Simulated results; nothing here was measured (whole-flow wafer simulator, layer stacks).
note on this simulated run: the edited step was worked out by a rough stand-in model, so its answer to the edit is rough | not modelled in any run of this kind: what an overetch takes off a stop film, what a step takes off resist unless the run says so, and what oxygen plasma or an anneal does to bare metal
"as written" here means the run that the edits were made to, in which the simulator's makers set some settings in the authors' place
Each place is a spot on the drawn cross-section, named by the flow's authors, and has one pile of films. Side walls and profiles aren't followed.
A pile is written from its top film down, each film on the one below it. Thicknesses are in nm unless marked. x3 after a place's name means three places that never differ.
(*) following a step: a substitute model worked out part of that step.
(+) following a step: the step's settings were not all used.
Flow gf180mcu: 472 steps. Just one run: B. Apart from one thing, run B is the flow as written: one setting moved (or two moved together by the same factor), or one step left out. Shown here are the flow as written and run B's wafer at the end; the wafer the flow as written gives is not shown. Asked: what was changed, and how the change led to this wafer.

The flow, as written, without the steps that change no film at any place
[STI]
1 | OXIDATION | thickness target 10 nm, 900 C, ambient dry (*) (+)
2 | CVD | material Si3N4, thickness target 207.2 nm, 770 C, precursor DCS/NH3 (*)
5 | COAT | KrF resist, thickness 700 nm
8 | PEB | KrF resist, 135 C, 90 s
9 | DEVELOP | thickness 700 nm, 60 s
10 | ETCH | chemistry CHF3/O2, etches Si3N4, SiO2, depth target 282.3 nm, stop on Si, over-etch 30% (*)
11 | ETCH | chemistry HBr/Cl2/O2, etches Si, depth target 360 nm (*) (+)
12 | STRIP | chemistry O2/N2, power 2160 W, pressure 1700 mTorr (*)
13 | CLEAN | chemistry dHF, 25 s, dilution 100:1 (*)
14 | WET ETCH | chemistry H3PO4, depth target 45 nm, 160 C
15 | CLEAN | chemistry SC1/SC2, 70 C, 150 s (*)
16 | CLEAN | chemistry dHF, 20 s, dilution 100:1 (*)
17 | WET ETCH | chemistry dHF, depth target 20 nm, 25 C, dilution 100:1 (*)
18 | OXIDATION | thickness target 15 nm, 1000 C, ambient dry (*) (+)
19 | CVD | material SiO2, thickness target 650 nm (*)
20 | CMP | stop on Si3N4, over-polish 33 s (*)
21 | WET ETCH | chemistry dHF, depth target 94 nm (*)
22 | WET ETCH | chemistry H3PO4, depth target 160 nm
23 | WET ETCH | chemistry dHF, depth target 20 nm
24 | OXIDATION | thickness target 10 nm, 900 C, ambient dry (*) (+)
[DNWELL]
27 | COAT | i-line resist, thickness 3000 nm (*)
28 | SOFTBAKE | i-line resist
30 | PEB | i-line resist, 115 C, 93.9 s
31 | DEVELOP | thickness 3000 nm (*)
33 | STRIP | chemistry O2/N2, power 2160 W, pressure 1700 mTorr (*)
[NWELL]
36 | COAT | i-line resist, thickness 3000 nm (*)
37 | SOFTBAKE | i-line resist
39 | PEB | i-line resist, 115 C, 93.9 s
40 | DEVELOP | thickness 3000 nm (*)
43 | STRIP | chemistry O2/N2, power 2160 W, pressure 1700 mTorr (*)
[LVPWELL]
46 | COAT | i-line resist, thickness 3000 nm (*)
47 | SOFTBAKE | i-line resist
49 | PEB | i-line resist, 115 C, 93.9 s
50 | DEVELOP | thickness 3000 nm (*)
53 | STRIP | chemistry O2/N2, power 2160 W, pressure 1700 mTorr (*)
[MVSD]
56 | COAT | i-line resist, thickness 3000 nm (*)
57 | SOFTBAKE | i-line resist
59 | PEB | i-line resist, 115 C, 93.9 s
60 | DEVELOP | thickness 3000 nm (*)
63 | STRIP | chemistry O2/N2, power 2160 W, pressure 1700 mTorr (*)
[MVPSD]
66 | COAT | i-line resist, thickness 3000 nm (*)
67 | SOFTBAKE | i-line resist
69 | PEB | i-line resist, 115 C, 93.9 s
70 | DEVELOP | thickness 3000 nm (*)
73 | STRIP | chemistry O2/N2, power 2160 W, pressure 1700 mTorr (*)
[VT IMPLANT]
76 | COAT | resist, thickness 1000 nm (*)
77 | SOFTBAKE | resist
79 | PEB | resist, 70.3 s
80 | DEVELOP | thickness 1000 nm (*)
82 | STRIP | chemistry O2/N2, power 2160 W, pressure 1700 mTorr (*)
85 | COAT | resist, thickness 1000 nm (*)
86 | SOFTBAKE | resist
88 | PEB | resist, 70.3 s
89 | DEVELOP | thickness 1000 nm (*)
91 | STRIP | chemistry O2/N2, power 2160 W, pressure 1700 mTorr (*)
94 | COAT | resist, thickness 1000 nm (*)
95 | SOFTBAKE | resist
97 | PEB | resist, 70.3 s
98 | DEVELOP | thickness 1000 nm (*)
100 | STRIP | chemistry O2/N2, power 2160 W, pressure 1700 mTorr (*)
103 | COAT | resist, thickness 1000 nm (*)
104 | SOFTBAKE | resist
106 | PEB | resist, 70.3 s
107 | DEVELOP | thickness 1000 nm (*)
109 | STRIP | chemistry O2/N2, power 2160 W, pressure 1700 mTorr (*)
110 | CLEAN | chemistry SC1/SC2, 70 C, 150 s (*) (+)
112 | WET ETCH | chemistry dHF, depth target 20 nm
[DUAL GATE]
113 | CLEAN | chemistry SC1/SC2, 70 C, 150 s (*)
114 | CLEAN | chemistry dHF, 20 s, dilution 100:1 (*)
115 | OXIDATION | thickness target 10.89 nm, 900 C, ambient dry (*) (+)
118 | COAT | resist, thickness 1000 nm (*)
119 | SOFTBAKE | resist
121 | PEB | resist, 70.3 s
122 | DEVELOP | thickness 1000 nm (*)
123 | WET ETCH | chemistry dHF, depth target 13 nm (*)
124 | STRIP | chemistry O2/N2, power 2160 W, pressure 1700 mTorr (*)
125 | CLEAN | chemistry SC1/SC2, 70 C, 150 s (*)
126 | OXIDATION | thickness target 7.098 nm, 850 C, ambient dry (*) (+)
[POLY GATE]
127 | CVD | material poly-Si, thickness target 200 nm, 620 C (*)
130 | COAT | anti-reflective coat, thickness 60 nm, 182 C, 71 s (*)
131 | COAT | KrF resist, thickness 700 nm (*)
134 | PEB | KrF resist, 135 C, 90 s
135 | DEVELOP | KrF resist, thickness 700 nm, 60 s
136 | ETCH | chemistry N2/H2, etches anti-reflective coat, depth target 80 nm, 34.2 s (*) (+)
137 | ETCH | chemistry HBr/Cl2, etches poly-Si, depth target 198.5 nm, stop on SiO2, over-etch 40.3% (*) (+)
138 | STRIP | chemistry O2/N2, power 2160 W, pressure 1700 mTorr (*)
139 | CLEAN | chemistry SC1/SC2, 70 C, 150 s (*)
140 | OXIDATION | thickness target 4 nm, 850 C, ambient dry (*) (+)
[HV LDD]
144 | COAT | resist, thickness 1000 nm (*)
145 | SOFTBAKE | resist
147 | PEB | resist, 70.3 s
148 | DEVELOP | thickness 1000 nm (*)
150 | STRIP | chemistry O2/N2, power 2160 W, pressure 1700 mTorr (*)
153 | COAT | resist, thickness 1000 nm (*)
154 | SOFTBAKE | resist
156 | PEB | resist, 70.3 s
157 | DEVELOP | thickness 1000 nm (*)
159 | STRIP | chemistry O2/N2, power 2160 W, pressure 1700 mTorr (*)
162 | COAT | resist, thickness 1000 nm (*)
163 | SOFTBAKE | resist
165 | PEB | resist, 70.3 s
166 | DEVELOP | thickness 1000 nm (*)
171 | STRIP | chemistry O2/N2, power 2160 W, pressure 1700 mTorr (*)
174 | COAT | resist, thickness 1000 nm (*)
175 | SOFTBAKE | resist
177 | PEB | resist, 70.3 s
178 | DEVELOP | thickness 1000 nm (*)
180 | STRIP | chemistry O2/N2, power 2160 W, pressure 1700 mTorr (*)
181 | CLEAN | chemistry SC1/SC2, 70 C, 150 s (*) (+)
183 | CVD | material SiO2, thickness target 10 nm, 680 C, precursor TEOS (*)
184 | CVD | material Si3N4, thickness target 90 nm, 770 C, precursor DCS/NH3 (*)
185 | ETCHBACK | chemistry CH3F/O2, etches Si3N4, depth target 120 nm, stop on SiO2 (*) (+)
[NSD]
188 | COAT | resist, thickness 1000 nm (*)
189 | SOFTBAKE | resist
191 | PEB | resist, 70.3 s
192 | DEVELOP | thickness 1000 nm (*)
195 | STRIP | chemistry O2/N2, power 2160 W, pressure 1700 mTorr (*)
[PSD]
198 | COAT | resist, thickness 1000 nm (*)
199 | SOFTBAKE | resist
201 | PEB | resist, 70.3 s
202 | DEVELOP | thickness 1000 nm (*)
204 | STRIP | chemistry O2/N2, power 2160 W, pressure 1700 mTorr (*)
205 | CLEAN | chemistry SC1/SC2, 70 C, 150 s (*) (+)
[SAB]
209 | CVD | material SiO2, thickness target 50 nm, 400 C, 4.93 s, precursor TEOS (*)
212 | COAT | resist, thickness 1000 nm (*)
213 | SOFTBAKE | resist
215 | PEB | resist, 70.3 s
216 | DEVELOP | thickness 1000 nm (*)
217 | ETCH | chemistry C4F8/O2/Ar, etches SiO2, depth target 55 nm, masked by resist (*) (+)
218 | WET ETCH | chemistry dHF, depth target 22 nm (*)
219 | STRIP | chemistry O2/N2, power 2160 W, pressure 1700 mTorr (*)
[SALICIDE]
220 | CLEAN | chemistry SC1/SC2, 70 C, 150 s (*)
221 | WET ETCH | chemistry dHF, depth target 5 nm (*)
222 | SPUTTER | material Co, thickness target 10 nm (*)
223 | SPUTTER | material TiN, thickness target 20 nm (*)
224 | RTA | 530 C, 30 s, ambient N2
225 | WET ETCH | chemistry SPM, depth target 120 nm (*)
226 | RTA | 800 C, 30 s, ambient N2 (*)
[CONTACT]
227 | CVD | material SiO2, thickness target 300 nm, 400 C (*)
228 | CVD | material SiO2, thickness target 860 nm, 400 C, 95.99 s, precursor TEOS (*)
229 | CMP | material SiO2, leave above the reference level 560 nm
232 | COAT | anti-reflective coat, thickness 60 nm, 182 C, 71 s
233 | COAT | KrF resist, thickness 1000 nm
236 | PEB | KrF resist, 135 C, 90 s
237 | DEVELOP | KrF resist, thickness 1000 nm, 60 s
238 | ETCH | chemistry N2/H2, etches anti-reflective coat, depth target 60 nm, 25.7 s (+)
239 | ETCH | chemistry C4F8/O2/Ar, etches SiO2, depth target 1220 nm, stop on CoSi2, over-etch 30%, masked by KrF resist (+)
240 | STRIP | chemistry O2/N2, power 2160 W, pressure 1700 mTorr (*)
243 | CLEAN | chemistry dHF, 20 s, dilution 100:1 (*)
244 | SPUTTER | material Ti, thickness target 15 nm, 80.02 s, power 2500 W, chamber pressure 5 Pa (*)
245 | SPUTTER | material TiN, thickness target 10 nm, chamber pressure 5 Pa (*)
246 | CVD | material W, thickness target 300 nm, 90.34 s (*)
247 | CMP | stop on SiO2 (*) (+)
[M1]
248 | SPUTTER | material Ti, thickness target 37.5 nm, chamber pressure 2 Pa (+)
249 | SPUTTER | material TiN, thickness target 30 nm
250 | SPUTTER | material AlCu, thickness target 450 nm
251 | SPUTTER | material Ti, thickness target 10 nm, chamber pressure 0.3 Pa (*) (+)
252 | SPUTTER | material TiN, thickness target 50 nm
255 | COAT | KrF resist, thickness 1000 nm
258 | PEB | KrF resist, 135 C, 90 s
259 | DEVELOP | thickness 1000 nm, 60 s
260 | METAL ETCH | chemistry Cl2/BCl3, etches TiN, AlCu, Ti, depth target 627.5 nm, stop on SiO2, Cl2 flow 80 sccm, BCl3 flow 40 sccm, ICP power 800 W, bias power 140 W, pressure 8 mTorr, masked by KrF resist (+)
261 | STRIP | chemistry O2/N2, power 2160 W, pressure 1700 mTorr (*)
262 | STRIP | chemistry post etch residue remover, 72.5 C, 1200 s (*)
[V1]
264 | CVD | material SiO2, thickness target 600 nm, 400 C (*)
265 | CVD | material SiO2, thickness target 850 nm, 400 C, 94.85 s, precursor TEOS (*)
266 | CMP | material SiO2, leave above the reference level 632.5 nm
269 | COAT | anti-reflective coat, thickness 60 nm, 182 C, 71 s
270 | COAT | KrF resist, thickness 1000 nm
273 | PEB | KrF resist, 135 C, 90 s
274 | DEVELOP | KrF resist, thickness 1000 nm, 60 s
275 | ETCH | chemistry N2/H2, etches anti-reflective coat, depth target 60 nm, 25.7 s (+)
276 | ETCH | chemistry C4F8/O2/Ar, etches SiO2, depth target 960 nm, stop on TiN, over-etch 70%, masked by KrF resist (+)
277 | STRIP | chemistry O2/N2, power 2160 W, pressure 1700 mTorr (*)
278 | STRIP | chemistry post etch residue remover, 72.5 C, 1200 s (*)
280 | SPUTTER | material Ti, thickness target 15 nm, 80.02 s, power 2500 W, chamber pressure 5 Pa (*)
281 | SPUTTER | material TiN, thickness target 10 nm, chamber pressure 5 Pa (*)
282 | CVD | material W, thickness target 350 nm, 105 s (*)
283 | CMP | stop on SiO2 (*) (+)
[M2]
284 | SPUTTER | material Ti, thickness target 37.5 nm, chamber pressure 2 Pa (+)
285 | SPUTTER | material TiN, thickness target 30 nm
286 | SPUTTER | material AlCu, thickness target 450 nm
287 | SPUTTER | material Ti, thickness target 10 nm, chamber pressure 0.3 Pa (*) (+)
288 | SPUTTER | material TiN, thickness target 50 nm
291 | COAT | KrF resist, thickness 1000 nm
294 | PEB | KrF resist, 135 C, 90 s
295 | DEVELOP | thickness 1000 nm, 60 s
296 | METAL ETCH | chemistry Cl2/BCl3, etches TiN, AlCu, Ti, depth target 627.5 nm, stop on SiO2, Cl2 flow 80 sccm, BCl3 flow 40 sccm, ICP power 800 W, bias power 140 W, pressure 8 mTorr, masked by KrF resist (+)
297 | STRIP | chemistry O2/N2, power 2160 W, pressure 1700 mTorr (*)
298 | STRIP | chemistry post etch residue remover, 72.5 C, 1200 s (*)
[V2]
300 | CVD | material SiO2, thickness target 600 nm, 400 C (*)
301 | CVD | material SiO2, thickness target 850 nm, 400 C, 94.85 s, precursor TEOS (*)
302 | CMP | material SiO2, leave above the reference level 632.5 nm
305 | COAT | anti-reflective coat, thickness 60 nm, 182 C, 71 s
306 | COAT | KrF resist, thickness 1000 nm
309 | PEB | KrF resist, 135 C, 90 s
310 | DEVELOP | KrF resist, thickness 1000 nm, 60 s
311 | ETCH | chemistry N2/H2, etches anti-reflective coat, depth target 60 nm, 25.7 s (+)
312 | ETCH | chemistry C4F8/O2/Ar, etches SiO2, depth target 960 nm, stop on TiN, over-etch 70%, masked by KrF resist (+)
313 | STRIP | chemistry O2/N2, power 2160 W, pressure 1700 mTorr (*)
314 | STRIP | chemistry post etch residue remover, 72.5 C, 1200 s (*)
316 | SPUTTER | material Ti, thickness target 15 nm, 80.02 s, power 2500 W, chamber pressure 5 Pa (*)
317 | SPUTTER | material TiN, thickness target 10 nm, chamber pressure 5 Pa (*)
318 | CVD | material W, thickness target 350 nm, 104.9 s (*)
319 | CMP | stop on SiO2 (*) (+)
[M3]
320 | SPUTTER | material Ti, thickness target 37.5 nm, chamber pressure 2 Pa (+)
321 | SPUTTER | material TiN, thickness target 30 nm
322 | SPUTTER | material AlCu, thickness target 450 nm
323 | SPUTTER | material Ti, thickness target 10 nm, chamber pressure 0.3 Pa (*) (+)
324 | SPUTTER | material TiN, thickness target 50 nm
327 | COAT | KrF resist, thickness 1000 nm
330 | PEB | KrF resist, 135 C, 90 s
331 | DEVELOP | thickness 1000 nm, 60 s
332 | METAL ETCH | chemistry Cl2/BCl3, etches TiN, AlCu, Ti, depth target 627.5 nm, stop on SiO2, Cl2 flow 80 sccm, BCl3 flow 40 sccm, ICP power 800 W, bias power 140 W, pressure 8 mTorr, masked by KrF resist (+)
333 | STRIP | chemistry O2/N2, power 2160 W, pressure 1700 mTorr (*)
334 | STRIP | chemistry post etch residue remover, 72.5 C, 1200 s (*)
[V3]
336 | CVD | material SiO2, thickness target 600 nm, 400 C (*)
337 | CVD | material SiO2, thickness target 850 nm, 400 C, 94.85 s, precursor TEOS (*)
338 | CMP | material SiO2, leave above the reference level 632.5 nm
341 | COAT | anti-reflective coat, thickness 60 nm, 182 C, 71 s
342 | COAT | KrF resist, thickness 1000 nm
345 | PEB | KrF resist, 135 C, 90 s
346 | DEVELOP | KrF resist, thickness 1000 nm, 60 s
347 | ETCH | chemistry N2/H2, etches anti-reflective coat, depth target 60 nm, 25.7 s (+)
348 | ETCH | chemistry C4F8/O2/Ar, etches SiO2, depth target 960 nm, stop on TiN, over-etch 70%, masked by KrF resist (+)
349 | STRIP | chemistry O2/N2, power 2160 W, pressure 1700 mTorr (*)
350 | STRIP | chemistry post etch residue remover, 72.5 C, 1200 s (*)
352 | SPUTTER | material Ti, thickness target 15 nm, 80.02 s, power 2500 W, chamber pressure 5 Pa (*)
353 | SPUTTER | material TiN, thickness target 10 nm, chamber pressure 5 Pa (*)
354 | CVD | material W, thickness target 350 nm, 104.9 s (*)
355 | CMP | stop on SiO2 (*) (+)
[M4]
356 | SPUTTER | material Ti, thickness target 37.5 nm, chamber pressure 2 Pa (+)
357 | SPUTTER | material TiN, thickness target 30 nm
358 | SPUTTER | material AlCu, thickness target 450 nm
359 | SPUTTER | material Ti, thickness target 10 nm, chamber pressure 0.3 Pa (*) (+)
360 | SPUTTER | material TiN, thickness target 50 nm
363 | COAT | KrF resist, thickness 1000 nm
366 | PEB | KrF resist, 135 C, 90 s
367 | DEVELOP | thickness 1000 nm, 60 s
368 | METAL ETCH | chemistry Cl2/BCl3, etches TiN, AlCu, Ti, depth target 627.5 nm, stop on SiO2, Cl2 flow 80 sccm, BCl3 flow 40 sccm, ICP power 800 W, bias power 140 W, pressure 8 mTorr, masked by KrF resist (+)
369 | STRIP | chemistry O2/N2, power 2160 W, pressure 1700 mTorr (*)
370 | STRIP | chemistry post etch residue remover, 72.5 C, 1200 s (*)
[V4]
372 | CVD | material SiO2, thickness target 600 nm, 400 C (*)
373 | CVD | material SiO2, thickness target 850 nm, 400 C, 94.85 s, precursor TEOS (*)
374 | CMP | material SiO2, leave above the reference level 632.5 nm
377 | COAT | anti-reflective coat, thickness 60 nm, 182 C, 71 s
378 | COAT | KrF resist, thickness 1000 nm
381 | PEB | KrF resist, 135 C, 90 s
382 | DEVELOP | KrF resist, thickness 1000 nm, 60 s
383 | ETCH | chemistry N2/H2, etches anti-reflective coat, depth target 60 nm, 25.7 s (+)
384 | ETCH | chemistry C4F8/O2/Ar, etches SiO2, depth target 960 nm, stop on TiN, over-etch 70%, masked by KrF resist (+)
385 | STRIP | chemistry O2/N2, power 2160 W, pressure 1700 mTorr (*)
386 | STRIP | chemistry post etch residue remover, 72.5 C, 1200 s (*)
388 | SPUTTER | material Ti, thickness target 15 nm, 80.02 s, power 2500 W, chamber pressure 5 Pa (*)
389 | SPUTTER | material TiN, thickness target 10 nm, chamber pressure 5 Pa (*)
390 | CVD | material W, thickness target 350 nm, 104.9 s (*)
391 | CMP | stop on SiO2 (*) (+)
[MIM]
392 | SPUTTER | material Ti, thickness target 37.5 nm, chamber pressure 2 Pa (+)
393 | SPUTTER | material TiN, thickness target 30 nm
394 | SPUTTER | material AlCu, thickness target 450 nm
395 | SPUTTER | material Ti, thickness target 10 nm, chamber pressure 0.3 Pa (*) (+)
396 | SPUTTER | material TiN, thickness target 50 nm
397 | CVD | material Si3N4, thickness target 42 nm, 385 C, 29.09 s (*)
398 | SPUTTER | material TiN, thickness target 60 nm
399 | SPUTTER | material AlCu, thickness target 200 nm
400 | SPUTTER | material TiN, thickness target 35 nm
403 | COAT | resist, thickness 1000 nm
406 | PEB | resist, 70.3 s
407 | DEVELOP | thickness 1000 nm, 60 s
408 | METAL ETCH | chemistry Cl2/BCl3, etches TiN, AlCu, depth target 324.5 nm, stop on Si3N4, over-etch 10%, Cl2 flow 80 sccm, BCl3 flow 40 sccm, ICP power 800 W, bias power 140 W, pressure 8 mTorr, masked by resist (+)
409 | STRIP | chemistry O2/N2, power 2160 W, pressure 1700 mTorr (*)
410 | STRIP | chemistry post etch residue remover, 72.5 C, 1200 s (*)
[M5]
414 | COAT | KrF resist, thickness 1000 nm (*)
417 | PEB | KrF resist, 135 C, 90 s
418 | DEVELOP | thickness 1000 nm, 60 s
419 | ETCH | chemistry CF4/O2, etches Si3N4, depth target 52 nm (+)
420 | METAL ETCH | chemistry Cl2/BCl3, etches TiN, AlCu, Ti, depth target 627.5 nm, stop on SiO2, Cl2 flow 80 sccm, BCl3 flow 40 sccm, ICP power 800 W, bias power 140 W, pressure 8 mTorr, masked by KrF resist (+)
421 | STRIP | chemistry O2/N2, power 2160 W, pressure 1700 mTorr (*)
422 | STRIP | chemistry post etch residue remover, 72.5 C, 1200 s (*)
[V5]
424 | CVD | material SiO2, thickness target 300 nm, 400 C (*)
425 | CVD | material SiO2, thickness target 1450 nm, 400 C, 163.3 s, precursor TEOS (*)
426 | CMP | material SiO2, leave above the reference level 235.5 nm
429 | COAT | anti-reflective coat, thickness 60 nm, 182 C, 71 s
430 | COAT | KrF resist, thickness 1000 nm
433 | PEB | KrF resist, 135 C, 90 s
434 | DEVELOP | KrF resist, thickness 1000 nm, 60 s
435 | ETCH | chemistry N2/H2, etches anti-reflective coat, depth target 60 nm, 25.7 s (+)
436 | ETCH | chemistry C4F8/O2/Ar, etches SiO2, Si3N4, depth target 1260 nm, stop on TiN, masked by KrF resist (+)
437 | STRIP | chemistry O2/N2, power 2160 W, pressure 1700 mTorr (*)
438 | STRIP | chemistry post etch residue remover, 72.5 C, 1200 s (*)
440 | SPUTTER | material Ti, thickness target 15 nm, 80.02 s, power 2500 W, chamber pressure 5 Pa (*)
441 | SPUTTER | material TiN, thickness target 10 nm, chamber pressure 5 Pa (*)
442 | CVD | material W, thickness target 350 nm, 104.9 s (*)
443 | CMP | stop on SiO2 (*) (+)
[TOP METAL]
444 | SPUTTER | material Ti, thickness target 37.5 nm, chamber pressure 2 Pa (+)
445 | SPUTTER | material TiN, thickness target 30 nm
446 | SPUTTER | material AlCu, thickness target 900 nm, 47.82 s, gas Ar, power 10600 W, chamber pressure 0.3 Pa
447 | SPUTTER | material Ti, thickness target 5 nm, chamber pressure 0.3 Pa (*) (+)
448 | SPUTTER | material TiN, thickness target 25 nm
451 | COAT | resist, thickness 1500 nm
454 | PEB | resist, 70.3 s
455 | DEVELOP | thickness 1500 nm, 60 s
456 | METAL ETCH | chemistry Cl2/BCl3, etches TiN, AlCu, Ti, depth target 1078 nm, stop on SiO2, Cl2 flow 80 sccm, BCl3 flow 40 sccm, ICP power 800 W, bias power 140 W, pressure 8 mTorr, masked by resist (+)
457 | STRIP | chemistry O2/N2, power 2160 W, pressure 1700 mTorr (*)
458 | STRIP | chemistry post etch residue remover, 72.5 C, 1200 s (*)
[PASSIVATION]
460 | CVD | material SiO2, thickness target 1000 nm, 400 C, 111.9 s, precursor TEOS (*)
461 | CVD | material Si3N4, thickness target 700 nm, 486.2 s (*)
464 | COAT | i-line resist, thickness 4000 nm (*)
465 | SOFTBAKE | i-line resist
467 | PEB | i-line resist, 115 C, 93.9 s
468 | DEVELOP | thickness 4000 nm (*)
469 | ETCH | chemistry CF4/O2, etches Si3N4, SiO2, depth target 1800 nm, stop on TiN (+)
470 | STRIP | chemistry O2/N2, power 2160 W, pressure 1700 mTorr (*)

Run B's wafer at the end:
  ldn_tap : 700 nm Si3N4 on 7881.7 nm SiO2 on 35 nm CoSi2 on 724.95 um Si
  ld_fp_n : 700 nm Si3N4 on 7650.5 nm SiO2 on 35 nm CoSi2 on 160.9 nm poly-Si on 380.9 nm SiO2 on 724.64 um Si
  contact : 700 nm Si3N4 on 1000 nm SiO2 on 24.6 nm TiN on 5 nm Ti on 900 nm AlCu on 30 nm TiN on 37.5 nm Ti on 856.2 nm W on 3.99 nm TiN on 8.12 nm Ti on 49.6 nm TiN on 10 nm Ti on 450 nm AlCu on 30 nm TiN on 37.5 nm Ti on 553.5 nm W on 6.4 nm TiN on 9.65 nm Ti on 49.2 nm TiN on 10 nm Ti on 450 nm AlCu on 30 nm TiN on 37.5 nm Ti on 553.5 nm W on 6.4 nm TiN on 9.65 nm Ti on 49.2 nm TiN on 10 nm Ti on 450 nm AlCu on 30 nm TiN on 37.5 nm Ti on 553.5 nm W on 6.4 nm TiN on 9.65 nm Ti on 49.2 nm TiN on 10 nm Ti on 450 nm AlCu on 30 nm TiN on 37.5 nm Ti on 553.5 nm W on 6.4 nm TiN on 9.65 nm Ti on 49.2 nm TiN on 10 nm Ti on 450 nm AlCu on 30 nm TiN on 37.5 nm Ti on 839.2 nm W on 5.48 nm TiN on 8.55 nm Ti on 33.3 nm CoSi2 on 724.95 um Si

What caused this: step 441, SPUTTER: thickness target 7.4 nm was run, whereas the flow has thickness target 10 nm.

How this came from the change, step by step:
  441 | SPUTTER | material TiN, thickness target 10 nm, chamber pressure 5 Pa (*)
      field, field__w1, field__w2 and 108 more: +7.4 TiN (new film) (as written it would have been: +10 TiN (new film))
      contact: +3.99 TiN (new film) (as written it would have been: +5.38 TiN (new film))
  443 | CMP | stop on SiO2 (*) (+)
      field, field__w1, field__w2 and 108 more: -350 W (all of it), -7.4 TiN (all of it), -15 Ti (all of it), -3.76 SiO2 (as written it would have been: -350 W (all of it), -10 TiN (all of it), -15 Ti (all of it), -3.78 SiO2)
